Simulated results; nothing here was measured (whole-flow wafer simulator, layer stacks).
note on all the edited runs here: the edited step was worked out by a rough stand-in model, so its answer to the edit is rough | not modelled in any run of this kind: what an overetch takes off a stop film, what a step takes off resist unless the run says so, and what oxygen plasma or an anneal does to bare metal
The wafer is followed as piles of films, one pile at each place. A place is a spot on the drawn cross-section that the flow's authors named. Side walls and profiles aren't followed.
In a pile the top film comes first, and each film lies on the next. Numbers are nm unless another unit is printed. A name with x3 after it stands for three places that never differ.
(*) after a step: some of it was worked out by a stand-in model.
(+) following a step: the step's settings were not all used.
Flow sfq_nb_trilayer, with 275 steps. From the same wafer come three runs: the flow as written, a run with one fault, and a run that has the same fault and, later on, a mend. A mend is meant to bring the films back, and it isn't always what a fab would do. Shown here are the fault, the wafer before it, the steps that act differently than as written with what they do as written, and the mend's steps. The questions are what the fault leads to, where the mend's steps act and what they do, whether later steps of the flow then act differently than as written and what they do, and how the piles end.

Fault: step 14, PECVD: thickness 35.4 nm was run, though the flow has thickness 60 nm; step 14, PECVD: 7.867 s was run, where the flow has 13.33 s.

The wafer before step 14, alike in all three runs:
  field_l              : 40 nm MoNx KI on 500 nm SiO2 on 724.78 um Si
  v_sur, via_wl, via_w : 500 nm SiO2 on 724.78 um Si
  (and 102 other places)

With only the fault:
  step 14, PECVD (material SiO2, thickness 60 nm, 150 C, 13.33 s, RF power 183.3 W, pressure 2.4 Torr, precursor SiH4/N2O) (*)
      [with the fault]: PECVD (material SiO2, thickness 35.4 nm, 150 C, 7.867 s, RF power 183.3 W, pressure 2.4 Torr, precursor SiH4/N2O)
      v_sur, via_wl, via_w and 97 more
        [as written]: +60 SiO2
        [with the fault]: +35.4 SiO2
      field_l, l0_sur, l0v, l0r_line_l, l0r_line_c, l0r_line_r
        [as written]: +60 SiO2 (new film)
        [with the fault]: +35.4 SiO2 (new film)
  Steps further on in the flow that do not act as written (not shown: 10 more steps that differ only slightly, by at most 2% or 0.5 nm, whichever is larger):
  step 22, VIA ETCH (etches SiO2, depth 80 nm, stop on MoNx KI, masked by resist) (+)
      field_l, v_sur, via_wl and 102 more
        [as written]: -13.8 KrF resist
        [with the fault]: -9.12 KrF resist
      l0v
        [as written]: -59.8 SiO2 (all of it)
        [with the fault]: -35.2 SiO2 (all of it)
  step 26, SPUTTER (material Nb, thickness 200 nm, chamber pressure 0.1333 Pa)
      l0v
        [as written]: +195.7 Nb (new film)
        [with the fault]: +200 Nb (new film)
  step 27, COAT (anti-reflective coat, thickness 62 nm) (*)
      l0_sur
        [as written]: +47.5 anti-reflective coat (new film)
        [with the fault]: +50.2 anti-reflective coat (new film)
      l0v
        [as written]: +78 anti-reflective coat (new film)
        [with the fault]: +70.3 anti-reflective coat (new film)
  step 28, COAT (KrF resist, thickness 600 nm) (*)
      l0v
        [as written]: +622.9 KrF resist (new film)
        [with the fault]: +607.6 KrF resist (new film)
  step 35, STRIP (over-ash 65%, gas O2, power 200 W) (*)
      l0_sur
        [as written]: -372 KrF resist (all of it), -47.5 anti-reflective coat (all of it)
        [with the fault]: -373.5 KrF resist (all of it), -50.2 anti-reflective coat (all of it)
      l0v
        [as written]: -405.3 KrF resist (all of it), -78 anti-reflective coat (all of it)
        [with the fault]: -389.9 KrF resist (all of it), -70.3 anti-reflective coat (all of it)
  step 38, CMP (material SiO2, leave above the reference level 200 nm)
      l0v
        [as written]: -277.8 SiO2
        [with the fault]: -306.7 SiO2
  By the end, the piles at field_l, v_sur, via_wl and 100 more depart from the flow's by more than 2% or 0.5 nm, whichever is larger.
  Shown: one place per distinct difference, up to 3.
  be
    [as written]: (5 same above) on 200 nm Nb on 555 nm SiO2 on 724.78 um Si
    [with the fault]: (5 same above) on 200 nm Nb on 530.4 nm SiO2 on 724.78 um Si
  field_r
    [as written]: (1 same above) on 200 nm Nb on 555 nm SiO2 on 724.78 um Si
    [with the fault]: (1 same above) on 200 nm Nb on 530.4 nm SiO2 on 724.78 um Si
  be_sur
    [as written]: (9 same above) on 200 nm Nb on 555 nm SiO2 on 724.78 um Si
    [with the fault]: (9 same above) on 200 nm Nb on 530.4 nm SiO2 on 724.78 um Si

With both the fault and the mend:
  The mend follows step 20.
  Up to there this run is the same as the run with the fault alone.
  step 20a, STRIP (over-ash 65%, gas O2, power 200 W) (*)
      p4_fl x3, p4_w1 x9, p4_g1 x2 and 59 more
        -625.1 KrF resist (all of it), -62 anti-reflective coat (all of it)
      jj_sur, ce_l, c5j, ce_r, sp_r, be_r, r_sur
        -632 KrF resist (all of it), -63.7 anti-reflective coat (all of it)
      gap, res, r_end
        -632.1 KrF resist (all of it), -63.7 anti-reflective coat (all of it)
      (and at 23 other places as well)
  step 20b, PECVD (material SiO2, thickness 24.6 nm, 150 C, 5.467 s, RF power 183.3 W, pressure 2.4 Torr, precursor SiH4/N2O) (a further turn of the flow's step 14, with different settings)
      field_l, v_sur, via_wl and 103 more
        +24.6 SiO2
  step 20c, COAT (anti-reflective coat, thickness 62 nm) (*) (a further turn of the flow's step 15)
      p4_fl x3, p4_w1 x9, p4_g1 x2 and 59 more
        +62 anti-reflective coat (new film)
      be_sur, gap, jj_sur and 8 more
        +63.7 anti-reflective coat (new film)
      wire, be, moat, field_r, lsp_l
        +63.8 anti-reflective coat (new film)
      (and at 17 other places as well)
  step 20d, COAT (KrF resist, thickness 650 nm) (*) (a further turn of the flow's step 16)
      p4_fl x3, p4_w1 x9, p4_g1 x2 and 59 more
        +650 KrF resist (new film)
      jj_sur, ce_l, c5j, ce_r, sp_r, be_r, r_sur
        +656.9 KrF resist (new film)
      v_sur, via_wr
        +659.5 KrF resist (new film)
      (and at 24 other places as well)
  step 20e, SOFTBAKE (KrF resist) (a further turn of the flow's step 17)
      leaves every film unchanged at each place that is followed
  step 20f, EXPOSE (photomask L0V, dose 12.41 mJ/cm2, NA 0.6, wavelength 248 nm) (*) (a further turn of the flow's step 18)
      leaves every film unchanged at each place that is followed
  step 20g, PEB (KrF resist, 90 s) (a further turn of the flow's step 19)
      p4_fl x3, p4_w1 x9, p4_g1 x2 and 59 more
        -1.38 KrF resist
      via_v, wire, be and 15 more
        -1.39 KrF resist
      v_sur, via_w, via_wr, via_sp, lsp_m, ln_m6, lsp_r
        -1.4 KrF resist
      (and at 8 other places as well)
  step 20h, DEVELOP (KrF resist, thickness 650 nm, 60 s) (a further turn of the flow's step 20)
      field_l, v_sur, via_wl and 102 more
        -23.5 KrF resist
      l0v
        -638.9 KrF resist (all of it)
  None of the later steps of the flow differs from how it acts as written, at any place that is followed, by more than 2% or 0.5 nm, whichever is larger.
  At every place that both follow, the piles at the end match the flow's.
